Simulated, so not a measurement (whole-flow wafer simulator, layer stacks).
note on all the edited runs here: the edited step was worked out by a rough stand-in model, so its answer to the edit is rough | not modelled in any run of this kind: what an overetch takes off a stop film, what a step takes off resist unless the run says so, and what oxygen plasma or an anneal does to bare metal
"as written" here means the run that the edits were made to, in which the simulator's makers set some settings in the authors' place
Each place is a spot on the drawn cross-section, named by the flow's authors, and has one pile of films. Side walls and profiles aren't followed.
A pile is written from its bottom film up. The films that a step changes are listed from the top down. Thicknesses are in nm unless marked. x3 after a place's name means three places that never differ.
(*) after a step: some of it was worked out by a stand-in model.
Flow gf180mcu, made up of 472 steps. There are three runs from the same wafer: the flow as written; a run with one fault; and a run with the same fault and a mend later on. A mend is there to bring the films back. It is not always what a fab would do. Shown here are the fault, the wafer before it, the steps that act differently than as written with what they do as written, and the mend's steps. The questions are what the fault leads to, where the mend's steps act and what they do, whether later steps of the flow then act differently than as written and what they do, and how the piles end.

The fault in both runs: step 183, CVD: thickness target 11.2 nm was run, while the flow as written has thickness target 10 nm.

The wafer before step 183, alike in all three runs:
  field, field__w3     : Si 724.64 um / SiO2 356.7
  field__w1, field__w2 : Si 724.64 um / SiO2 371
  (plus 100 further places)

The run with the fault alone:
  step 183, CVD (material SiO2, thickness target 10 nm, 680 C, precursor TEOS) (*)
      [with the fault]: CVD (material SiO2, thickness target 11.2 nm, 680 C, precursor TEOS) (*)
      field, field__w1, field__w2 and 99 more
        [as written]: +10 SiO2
        [with the fault]: +11.2 SiO2
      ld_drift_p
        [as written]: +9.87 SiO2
        [with the fault]: +11.1 SiO2
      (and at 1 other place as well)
  Later steps of the flow acting differently than as written (not shown: 20 more steps that differ only slightly, by at most 2% or 0.5 nm, whichever is larger):
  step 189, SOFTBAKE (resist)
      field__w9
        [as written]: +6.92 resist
        [with the fault]: -3.08 resist
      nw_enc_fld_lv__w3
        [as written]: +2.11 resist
        [with the fault]: -1.6 resist
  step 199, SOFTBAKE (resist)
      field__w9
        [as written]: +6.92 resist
        [with the fault]: -3.08 resist
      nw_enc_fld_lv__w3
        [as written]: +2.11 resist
        [with the fault]: -1.6 resist
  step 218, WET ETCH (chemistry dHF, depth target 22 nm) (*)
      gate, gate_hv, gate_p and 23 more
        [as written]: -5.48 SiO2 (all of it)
        [with the fault]: -6.68 SiO2 (all of it)
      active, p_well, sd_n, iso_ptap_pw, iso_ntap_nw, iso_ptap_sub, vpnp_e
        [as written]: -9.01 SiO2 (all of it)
        [with the fault]: -10.2 SiO2 (all of it)
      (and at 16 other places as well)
  By the end, the piles at spacer depart from the flow's by more than 2% or 0.5 nm, whichever is larger.
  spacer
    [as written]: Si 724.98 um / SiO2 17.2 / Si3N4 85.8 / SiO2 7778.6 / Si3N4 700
    [with the fault]: Si 724.98 um / SiO2 18.4 / Si3N4 85.8 / SiO2 7777.4 / Si3N4 700

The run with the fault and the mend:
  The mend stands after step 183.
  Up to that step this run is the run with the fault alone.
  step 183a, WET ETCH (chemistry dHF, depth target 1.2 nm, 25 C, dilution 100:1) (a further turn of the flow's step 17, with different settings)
      field, field__w1, field__w2 and 101 more
        -1.2 SiO2
  Every later step of the flow that is run acts as written, at every place that is followed, to within 2% or 0.5 nm, whichever is larger.
  The piles end the same as the flow's at every place that both follow.
